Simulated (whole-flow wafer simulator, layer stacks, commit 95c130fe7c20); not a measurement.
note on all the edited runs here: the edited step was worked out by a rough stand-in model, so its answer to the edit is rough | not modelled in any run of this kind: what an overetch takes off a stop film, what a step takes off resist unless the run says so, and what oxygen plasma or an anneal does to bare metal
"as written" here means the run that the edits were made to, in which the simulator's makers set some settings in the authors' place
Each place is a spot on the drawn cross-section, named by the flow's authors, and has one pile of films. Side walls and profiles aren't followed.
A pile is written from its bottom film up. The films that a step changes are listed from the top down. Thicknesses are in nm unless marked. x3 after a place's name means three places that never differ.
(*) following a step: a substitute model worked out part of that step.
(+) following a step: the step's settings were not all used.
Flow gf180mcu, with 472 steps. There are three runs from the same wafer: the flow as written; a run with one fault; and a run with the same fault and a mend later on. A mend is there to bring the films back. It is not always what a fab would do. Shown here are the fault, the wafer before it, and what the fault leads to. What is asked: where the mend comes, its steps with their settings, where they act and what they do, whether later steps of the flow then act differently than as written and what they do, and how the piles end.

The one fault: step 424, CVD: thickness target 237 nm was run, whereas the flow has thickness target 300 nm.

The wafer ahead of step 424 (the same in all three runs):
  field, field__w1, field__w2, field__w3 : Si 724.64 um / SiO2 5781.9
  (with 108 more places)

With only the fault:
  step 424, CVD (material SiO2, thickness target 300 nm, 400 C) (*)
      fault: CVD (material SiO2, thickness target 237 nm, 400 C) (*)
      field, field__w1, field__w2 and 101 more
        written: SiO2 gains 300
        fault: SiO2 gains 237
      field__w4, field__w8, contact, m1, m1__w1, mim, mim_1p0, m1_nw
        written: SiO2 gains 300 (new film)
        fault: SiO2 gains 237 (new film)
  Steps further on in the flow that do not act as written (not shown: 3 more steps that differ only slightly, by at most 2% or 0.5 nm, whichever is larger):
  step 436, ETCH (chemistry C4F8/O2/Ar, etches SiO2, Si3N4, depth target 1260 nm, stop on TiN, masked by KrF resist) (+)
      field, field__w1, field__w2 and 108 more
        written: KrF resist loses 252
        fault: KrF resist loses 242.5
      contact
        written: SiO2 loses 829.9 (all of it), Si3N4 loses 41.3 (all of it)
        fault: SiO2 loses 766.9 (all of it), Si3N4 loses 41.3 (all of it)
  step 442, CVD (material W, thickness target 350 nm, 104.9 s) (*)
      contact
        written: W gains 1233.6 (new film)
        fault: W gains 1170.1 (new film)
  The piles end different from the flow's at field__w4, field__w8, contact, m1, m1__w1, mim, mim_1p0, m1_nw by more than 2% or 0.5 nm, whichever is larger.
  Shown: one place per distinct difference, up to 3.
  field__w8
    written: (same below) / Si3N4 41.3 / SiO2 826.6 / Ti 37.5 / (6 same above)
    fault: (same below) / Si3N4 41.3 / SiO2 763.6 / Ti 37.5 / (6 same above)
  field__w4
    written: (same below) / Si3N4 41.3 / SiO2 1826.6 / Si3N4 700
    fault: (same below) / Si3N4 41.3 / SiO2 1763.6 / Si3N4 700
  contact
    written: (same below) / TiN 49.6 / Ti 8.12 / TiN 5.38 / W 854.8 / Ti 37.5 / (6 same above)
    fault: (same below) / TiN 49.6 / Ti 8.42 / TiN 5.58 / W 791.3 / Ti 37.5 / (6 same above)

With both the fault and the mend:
  After step 424 comes the mend.
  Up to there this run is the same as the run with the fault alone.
  step 424a, CVD (material SiO2, thickness target 63 nm, 400 C) (*) (the flow's step 424 again, with other settings)
      field, field__w1, field__w2 and 109 more
        SiO2 gains 63
  None of the later steps of the flow acts differently than as written at any place that is followed.
  The piles end the same as the flow's at every place that both follow.
